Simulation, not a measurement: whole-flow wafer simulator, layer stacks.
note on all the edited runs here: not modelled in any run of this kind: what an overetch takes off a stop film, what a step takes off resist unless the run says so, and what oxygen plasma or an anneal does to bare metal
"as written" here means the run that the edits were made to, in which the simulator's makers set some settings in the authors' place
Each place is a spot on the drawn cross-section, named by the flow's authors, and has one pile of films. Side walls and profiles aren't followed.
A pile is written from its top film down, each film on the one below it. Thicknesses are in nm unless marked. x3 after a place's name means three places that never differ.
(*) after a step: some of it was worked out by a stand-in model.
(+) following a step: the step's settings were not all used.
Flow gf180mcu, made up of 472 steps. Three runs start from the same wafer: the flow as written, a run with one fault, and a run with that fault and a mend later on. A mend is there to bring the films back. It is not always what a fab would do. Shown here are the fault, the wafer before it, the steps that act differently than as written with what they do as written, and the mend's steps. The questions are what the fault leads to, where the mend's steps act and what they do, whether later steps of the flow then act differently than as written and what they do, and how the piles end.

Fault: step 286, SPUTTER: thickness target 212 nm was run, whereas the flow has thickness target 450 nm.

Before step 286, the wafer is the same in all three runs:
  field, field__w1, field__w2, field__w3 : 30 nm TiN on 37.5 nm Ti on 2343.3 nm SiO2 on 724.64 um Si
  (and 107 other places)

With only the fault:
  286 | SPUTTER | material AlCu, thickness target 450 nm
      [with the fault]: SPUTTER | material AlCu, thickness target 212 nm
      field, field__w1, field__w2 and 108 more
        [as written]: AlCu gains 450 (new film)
        [with the fault]: AlCu gains 212 (new film)
  Steps further on in the flow that do not act as written:
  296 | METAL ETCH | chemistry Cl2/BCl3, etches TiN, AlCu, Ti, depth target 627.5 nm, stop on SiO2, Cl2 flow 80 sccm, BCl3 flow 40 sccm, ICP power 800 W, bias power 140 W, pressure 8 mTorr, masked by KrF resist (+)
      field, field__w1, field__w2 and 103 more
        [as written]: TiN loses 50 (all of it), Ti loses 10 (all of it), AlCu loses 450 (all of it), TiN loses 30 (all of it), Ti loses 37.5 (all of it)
        [with the fault]: TiN loses 50 (all of it), Ti loses 10 (all of it), AlCu loses 212 (all of it), TiN loses 30 (all of it), Ti loses 37.5 (all of it)
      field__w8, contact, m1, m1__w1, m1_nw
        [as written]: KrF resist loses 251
        [with the fault]: KrF resist loses 203.7
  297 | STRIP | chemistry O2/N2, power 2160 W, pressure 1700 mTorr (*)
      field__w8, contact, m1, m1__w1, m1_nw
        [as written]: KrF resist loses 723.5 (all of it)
        [with the fault]: KrF resist loses 770.8 (all of it)
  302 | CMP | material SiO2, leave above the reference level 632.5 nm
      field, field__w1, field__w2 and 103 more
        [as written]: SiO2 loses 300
        [with the fault]: SiO2 loses 538
  By the end, the piles at field, field__w1, field__w2 and 109 more depart from the flow's by more than 2% or 0.5 nm, whichever is larger.
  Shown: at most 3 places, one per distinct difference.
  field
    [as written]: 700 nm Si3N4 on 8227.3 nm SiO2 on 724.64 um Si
    [with the fault]: 700 nm Si3N4 on 7989.3 nm SiO2 on 724.64 um Si
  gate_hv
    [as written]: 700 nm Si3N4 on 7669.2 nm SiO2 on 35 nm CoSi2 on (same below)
    [with the fault]: 700 nm Si3N4 on 7431.2 nm SiO2 on 35 nm CoSi2 on (same below)
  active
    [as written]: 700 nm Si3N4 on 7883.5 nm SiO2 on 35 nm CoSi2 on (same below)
    [with the fault]: 700 nm Si3N4 on 7645.5 nm SiO2 on 35 nm CoSi2 on (same below)

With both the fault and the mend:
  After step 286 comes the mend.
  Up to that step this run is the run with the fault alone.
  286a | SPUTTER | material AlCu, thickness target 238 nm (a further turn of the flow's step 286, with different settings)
      field, field__w1, field__w2 and 108 more
        AlCu gains 238
  Every later step of the flow that is run acts as written at every place that is followed.
  At every place that both follow, the piles at the end match the flow's.
